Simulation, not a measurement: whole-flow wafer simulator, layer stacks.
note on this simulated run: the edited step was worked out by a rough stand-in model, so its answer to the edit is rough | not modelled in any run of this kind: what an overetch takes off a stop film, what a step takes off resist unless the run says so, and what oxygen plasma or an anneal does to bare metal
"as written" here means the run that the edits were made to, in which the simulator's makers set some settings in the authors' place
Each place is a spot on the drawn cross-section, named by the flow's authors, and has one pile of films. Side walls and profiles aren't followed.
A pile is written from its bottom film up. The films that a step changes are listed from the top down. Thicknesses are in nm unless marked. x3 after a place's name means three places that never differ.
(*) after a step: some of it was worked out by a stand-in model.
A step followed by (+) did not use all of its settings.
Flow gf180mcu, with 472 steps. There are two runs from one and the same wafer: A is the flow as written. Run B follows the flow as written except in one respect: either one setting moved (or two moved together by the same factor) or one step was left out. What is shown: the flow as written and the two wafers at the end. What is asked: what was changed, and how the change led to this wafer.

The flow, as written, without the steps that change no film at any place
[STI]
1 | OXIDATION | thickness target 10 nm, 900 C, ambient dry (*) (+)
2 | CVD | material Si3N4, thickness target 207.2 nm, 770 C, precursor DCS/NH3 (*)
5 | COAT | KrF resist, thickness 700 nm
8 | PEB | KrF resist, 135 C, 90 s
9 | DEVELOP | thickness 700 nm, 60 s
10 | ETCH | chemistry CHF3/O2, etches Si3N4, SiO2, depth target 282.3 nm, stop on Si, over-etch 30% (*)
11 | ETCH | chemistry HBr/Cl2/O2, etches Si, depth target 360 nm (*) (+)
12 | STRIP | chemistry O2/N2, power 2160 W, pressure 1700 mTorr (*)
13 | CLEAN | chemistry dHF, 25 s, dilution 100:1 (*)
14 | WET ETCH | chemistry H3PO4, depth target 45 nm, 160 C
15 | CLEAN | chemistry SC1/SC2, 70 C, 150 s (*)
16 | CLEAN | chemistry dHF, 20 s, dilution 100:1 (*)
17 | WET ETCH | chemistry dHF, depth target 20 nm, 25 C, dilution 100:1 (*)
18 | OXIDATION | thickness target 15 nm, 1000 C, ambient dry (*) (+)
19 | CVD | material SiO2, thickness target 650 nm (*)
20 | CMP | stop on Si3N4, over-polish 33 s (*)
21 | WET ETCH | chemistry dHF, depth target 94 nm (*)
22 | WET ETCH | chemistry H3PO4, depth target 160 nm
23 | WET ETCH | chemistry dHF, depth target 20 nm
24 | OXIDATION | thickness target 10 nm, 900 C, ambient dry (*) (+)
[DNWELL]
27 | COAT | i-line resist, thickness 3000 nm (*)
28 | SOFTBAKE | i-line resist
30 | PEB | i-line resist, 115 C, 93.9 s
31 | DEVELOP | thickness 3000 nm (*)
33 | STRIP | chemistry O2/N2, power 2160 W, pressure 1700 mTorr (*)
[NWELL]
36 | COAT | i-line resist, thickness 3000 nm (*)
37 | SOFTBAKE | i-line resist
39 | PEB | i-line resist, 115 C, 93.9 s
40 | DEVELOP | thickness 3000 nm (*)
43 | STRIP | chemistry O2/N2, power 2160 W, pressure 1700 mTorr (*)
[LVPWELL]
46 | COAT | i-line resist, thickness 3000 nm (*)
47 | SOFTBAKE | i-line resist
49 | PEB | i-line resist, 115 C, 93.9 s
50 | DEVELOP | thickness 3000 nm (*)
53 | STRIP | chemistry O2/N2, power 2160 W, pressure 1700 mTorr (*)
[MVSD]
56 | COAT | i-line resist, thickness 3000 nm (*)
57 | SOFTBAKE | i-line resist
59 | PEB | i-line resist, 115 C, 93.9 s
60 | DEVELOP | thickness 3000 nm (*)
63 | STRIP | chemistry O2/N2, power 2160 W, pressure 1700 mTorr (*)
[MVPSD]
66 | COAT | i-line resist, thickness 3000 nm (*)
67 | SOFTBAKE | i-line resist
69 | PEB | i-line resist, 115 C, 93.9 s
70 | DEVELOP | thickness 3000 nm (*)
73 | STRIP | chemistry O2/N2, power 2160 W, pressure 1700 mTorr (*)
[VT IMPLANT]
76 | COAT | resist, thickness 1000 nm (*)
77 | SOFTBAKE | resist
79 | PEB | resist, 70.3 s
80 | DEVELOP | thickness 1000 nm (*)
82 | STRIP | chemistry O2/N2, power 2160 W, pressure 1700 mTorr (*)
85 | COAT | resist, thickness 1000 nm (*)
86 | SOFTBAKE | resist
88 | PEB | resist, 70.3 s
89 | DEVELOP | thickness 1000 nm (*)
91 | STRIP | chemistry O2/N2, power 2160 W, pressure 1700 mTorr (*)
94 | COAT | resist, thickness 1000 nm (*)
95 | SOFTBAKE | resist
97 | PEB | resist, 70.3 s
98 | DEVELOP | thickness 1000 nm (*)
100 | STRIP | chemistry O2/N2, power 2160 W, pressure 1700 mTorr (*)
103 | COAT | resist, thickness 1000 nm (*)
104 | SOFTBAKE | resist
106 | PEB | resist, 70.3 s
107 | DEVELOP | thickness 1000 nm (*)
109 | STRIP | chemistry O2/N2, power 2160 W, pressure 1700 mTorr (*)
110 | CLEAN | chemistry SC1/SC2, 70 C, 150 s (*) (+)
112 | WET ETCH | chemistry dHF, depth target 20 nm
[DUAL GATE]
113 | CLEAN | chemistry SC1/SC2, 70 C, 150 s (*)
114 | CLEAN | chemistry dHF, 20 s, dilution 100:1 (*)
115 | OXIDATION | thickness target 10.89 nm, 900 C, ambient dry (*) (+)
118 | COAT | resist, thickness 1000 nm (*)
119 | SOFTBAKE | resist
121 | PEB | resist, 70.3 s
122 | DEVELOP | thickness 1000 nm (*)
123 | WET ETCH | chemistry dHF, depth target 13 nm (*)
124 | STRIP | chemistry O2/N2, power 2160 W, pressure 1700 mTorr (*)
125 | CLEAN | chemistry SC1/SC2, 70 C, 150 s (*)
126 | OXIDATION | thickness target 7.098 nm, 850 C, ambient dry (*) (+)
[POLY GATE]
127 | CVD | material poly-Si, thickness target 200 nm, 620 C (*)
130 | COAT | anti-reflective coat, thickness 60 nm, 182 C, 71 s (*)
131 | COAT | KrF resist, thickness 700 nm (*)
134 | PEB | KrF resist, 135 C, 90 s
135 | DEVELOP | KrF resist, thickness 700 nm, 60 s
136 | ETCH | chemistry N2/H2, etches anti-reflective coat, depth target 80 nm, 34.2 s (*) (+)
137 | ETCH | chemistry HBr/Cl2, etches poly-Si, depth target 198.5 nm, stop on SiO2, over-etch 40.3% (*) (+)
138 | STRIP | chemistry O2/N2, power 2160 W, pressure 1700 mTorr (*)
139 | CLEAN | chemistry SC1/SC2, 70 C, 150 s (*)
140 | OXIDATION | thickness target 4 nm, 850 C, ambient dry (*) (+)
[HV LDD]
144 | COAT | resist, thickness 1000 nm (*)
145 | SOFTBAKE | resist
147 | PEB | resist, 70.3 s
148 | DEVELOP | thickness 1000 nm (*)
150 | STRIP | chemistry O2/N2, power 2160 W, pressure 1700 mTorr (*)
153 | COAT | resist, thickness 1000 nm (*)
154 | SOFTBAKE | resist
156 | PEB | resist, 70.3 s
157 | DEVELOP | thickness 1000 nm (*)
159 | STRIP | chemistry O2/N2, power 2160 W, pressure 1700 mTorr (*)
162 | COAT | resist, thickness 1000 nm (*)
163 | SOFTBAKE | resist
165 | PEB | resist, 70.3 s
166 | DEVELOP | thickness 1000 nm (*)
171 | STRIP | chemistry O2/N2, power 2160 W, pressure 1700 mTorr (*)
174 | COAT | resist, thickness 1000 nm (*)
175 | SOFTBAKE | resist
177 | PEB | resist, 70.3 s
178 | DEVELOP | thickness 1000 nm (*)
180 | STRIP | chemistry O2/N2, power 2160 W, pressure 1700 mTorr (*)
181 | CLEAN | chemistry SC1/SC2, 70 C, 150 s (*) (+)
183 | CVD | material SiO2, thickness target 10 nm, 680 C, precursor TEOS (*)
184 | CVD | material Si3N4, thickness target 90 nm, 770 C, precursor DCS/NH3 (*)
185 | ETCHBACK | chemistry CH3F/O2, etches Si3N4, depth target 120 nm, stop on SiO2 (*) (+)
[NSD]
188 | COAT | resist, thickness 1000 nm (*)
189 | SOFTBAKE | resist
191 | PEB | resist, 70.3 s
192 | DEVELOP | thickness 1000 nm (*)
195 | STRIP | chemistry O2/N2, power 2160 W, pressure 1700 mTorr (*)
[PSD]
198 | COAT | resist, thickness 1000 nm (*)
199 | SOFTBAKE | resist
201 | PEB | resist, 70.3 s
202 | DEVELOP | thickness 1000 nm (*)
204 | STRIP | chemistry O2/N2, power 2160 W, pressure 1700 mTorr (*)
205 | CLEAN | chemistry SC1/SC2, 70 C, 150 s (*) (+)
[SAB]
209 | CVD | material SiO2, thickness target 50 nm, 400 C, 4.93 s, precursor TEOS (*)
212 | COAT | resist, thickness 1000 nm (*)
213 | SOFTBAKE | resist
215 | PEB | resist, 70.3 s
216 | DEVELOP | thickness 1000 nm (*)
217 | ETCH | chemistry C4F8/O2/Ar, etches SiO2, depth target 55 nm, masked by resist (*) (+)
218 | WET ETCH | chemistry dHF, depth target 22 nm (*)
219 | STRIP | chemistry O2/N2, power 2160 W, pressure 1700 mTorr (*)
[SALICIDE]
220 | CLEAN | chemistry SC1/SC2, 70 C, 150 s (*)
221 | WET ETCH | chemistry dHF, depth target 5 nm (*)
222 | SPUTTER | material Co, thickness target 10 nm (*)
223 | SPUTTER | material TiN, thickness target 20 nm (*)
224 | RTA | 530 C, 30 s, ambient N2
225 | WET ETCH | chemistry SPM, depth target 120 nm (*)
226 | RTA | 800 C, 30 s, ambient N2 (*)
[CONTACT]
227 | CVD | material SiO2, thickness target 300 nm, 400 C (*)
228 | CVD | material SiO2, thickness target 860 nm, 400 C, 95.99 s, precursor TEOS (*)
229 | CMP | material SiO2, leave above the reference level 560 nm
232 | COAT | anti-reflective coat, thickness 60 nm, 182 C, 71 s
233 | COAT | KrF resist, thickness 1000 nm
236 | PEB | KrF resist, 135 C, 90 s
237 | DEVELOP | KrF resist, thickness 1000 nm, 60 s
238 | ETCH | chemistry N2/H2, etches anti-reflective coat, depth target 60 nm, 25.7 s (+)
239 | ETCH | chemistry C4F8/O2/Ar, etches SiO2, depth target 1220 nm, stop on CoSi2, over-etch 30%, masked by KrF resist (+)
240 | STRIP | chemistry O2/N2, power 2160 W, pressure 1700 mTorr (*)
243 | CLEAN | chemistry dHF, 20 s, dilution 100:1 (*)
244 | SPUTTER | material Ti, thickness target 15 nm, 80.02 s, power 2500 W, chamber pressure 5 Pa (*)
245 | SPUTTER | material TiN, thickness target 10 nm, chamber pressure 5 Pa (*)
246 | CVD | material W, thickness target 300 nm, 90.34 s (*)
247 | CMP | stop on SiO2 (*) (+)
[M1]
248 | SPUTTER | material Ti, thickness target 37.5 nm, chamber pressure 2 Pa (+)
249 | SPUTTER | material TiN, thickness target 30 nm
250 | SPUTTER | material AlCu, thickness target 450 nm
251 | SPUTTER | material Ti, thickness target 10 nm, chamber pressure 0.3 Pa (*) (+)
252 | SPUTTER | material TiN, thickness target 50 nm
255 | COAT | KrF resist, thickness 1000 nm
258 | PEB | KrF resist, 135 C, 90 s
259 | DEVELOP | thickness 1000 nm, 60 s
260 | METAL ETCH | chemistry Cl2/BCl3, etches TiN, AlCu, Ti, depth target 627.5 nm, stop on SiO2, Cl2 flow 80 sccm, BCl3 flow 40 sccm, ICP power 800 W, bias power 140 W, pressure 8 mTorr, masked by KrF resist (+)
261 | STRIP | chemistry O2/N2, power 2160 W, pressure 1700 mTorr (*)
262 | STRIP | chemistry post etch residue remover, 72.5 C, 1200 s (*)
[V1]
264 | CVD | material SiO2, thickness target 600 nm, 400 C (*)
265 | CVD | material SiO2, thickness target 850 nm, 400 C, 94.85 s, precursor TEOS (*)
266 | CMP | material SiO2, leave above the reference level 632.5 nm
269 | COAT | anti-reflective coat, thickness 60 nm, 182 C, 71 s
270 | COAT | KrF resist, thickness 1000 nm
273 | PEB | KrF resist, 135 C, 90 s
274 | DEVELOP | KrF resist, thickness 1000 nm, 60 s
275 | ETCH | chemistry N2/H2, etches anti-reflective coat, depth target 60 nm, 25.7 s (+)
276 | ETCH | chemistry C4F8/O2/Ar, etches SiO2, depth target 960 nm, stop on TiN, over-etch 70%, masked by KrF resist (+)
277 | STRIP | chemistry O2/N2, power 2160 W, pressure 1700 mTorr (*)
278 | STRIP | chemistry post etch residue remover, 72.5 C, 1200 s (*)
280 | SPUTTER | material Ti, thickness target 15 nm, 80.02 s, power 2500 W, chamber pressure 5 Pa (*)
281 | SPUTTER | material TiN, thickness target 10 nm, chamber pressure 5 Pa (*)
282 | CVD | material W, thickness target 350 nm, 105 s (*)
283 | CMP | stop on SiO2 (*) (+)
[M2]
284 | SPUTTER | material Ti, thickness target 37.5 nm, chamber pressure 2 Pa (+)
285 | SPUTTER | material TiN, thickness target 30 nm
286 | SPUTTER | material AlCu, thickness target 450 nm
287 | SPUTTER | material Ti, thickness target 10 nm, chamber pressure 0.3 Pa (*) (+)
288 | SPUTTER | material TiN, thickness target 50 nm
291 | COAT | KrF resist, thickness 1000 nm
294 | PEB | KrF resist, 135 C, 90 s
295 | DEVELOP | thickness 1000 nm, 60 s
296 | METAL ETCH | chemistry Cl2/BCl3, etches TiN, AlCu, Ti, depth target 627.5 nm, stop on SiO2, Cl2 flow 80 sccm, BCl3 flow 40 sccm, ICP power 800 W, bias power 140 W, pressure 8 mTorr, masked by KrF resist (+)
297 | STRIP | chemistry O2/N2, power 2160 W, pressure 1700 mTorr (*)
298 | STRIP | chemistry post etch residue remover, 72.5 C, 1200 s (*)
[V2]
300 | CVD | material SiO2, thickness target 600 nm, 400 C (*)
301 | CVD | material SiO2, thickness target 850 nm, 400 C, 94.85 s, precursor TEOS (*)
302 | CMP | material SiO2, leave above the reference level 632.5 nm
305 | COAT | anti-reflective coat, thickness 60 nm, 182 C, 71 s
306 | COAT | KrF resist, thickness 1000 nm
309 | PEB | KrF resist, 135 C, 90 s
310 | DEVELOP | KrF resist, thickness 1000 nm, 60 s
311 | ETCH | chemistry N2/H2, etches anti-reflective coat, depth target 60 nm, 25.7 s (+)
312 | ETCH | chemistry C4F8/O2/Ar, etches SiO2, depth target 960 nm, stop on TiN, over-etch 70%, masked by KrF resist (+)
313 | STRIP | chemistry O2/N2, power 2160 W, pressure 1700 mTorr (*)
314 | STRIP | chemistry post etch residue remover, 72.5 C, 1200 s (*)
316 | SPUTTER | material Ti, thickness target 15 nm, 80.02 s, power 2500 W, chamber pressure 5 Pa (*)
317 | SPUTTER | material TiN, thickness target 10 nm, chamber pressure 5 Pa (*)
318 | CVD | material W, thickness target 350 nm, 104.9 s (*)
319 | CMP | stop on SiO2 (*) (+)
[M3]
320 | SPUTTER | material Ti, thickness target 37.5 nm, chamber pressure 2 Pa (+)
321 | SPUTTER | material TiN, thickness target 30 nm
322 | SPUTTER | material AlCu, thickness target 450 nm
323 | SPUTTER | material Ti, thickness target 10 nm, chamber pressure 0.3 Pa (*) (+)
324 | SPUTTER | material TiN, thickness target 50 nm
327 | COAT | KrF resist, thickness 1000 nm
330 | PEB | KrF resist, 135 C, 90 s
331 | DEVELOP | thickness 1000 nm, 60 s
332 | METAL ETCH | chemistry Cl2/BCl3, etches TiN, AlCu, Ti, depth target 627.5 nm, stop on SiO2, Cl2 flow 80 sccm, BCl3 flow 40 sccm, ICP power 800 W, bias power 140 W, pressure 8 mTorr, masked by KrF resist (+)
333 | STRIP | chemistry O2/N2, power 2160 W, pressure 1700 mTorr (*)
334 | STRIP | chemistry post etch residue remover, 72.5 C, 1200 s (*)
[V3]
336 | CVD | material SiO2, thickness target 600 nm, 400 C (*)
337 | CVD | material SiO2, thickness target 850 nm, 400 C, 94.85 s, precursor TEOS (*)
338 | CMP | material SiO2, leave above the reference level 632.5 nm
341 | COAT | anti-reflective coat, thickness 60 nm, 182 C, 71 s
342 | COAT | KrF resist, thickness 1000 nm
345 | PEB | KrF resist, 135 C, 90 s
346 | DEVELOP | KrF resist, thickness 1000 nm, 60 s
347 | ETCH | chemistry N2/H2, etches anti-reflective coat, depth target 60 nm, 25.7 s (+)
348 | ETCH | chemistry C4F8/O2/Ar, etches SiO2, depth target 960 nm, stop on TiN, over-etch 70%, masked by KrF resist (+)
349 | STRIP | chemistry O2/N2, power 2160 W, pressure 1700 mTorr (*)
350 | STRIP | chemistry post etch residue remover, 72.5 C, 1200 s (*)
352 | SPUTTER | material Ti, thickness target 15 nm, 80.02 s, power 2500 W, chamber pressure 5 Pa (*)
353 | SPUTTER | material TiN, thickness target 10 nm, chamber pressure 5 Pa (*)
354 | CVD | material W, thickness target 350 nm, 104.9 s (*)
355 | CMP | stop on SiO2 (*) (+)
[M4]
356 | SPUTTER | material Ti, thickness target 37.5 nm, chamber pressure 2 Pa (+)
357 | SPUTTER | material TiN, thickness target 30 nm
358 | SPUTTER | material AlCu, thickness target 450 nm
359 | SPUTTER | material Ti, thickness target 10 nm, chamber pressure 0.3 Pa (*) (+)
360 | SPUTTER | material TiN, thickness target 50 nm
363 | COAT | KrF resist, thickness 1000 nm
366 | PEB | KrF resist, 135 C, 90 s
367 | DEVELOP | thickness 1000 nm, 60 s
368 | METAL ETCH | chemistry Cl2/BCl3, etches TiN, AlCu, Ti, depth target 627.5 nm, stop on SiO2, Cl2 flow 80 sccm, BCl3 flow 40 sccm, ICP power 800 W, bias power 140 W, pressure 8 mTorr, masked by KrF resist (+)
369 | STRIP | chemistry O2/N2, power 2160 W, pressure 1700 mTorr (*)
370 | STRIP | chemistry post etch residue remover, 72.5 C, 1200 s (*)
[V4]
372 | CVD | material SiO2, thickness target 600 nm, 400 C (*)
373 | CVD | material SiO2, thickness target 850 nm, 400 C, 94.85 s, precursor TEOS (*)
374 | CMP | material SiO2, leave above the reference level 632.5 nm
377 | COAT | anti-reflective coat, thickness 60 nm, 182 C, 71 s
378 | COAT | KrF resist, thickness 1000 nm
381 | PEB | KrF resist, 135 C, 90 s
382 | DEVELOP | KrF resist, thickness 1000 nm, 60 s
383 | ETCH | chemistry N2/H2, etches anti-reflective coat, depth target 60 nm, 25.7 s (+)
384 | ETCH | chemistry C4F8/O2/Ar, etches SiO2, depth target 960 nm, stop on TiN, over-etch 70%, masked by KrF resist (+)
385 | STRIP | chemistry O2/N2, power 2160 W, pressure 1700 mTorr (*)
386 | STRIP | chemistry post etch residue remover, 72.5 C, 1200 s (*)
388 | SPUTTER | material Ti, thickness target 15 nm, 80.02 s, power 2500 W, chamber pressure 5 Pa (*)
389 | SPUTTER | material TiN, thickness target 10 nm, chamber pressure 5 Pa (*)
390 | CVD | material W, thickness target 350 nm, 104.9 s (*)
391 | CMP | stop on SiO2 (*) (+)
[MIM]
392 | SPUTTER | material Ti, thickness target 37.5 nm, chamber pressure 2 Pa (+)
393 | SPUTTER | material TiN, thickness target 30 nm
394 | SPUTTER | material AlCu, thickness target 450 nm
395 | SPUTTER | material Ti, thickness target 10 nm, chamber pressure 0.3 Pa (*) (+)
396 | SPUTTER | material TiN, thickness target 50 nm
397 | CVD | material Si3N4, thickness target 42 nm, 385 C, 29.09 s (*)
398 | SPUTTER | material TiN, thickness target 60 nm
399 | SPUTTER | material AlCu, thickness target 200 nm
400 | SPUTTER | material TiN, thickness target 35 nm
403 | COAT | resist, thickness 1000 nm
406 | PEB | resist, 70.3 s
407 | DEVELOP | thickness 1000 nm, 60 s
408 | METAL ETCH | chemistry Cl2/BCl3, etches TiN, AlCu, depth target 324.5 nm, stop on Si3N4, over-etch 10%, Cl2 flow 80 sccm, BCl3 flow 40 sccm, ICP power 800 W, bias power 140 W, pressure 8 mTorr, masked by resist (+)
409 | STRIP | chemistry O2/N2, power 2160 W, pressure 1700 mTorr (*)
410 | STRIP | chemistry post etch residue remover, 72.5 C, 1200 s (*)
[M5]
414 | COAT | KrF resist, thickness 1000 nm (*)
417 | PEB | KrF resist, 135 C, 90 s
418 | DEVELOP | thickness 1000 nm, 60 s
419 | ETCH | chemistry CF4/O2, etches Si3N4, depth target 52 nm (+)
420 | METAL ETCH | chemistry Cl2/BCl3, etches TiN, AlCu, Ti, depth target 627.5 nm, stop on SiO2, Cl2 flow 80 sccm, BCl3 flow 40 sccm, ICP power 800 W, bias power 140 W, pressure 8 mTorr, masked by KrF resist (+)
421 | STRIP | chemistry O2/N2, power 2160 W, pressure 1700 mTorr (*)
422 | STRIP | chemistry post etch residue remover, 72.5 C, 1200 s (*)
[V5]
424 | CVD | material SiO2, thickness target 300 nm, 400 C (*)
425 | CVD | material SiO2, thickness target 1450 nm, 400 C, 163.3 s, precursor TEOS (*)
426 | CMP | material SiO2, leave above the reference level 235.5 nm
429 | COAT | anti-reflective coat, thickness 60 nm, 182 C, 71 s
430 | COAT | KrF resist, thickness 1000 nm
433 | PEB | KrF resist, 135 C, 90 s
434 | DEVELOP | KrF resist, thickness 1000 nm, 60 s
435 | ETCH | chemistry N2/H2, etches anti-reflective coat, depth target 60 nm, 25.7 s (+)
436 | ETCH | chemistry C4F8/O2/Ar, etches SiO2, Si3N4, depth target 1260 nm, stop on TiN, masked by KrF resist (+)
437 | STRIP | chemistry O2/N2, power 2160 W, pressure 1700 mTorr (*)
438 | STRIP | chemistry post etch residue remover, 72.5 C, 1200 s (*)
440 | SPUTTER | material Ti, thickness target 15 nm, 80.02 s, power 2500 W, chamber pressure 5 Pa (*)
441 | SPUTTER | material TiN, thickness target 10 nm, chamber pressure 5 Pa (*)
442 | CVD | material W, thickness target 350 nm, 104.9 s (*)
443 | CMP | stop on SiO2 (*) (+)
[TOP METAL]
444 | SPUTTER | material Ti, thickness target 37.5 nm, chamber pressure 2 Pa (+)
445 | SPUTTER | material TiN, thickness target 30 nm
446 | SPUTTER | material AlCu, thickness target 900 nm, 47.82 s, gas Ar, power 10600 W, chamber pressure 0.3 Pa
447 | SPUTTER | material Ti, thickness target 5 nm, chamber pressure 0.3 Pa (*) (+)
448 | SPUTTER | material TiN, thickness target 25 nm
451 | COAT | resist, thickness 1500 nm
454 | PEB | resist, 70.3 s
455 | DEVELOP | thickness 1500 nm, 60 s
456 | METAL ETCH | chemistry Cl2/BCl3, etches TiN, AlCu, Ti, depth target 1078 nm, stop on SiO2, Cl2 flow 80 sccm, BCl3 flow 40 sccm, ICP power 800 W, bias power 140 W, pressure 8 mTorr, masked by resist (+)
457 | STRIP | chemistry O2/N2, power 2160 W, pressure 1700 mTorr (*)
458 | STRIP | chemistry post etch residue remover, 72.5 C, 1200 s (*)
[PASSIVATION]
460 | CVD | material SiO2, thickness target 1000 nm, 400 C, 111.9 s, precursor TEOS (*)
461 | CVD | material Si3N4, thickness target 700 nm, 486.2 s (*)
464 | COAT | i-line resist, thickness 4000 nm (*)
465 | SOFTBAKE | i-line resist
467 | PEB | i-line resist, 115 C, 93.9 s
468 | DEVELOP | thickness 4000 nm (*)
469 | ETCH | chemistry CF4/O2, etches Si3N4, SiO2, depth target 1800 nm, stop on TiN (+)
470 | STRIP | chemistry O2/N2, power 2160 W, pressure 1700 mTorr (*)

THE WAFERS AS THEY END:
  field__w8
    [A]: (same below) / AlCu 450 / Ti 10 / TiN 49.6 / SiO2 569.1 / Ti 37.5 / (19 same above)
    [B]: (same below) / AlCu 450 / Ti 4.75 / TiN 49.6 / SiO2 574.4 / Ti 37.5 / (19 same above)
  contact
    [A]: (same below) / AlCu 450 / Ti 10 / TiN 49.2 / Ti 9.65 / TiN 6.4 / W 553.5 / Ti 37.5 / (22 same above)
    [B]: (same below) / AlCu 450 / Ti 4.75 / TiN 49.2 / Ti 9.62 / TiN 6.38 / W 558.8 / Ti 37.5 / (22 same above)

Cause: step 323, SPUTTER: thickness target 4.75 nm was run, whereas the flow has thickness target 10 nm.
The wafer lets one read it off: field__w8 has Ti 4.75, and step 323 as written asks for 10 nm.

How this came from the change, step by step:
  323 | SPUTTER | material Ti, thickness target 10 nm, chamber pressure 0.3 Pa (*) (+)
      field, field__w1, field__w2 and 108 more: A Ti gains 10 (new film) | B Ti gains 4.75 (new film)
  332 | METAL ETCH | chemistry Cl2/BCl3, etches TiN, AlCu, Ti, depth target 627.5 nm, stop on SiO2, Cl2 flow 80 sccm, BCl3 flow 40 sccm, ICP power 800 W, bias power 140 W, pressure 8 mTorr, masked by KrF resist (+)
      field, field__w1, field__w2 and 103 more: A TiN loses 50 (all of it), Ti loses 10 (all of it), AlCu loses 450 (all of it), TiN loses 30 (all of it), Ti loses 37.5 (all of it) | B TiN loses 50 (all of it), Ti loses 4.75 (all of it), AlCu loses 450 (all of it), TiN loses 30 (all of it), Ti loses 37.5 (all of it)
